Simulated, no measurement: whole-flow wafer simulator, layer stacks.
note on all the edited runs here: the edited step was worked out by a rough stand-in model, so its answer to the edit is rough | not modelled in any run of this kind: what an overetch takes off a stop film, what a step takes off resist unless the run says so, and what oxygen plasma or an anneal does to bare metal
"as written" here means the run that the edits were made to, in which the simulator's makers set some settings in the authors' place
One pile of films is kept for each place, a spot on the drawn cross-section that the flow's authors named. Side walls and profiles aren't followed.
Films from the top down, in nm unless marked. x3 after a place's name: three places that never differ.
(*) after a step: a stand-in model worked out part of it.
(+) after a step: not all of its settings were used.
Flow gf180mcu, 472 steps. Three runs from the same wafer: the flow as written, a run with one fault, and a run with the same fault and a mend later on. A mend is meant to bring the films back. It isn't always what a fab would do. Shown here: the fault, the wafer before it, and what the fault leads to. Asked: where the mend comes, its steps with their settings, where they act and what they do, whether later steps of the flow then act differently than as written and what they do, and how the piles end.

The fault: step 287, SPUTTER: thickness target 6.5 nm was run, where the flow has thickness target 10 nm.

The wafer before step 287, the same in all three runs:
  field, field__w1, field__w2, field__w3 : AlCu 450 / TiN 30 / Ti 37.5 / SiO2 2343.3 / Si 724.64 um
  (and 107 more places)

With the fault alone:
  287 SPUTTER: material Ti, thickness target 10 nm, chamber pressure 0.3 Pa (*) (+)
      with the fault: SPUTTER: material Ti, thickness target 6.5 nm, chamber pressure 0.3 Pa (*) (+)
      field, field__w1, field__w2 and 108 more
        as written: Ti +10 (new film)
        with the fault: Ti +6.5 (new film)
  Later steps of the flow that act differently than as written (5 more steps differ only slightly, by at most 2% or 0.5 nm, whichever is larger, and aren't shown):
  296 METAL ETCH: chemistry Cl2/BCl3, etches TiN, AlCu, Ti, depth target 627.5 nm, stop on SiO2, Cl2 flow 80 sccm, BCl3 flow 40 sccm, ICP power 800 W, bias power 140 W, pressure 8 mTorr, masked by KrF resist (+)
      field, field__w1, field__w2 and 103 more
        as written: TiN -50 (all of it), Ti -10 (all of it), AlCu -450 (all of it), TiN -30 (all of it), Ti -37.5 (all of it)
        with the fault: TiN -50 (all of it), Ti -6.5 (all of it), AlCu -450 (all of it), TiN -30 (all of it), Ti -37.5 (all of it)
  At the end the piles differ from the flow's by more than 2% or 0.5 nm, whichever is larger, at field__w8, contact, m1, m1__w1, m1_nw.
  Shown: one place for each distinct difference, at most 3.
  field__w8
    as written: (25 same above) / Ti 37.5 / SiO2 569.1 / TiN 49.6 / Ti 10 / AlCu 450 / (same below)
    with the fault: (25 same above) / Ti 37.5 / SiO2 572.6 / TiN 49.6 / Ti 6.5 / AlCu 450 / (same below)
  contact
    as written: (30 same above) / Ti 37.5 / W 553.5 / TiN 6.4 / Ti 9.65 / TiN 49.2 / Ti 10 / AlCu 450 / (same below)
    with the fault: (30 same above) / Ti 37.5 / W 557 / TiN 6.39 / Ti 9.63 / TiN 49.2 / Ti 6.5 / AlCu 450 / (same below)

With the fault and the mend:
  The mend comes after step 287.
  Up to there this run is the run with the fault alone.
  287a SPUTTER: material Ti, thickness target 3.5 nm, chamber pressure 0.3 Pa (*) (+) (the flow's step 287 once more, with other settings)
      field, field__w1, field__w2 and 108 more
        Ti +3.5
  No later step of the flow acts differently than as written at any place that is followed.
  At the end the piles are the same as the flow's at every place that both follow.
